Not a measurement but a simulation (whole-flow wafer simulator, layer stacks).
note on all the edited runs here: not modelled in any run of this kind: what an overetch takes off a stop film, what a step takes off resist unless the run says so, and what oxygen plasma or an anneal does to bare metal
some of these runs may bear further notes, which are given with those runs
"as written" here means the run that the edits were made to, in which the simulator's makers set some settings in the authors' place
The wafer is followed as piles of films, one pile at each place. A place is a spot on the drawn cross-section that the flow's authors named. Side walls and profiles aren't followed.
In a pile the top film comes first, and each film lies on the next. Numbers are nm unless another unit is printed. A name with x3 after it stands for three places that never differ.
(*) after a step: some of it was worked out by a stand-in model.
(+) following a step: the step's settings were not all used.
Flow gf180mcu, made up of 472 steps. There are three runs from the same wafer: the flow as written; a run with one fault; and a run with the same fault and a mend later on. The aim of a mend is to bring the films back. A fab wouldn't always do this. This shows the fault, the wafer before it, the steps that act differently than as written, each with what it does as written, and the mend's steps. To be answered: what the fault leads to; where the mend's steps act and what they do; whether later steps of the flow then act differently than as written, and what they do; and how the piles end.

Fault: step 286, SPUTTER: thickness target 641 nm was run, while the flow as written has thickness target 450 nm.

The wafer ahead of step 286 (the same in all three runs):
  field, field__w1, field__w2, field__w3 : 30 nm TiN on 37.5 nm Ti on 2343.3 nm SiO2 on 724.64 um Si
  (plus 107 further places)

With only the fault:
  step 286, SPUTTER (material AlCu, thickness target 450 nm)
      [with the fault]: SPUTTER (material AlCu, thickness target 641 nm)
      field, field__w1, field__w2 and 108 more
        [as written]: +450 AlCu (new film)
        [with the fault]: +641 AlCu (new film)
  Steps further on in the flow that do not act as written:
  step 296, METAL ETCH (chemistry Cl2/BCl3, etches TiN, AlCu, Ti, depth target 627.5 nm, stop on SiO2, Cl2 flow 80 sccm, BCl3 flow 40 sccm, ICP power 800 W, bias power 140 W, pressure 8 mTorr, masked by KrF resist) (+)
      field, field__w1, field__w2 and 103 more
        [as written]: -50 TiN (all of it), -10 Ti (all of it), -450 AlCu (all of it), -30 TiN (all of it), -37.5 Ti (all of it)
        [with the fault]: -50 TiN (all of it), -10 Ti (all of it), -567.5 AlCu
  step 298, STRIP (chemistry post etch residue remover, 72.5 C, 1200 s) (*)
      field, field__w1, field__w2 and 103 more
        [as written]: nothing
        [with the fault]: -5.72 AlCu
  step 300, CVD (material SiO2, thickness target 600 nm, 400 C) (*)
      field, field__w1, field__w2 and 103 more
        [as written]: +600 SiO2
        [with the fault]: +600 SiO2 (new film)
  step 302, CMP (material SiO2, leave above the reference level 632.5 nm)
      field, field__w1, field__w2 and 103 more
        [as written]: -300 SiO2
        [with the fault]: -244.3 SiO2
  At field, field__w1, field__w2 and 109 more, the piles at the end differ from the flow's by more than 2% or 0.5 nm, whichever is larger.
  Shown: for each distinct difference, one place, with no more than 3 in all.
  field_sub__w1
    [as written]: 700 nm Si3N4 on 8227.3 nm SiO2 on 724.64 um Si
    [with the fault]: 700 nm Si3N4 on 5939.7 nm SiO2 on 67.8 nm AlCu on 30 nm TiN on 37.5 nm Ti on 2343.2 nm SiO2 on 724.64 um Si
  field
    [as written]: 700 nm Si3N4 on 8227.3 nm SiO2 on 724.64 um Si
    [with the fault]: 700 nm Si3N4 on 5939.7 nm SiO2 on 67.8 nm AlCu on 30 nm TiN on 37.5 nm Ti on 2343.3 nm SiO2 on 724.64 um Si
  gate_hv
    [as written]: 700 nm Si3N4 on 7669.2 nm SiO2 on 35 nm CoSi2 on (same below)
    [with the fault]: 700 nm Si3N4 on 5939.7 nm SiO2 on 67.8 nm AlCu on 30 nm TiN on 37.5 nm Ti on 1785.1 nm SiO2 on 35 nm CoSi2 on (same below)

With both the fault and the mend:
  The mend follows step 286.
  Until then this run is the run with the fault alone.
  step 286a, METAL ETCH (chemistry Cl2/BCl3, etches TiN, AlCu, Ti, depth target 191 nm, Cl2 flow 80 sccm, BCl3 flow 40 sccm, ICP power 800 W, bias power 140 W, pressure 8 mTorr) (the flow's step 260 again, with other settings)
      field, field__w1, field__w2 and 108 more
        -191 AlCu
  Later steps of the flow that are run all act as written at every place that is followed.
  By the end, the piles equal the flow's at every place that both follow.
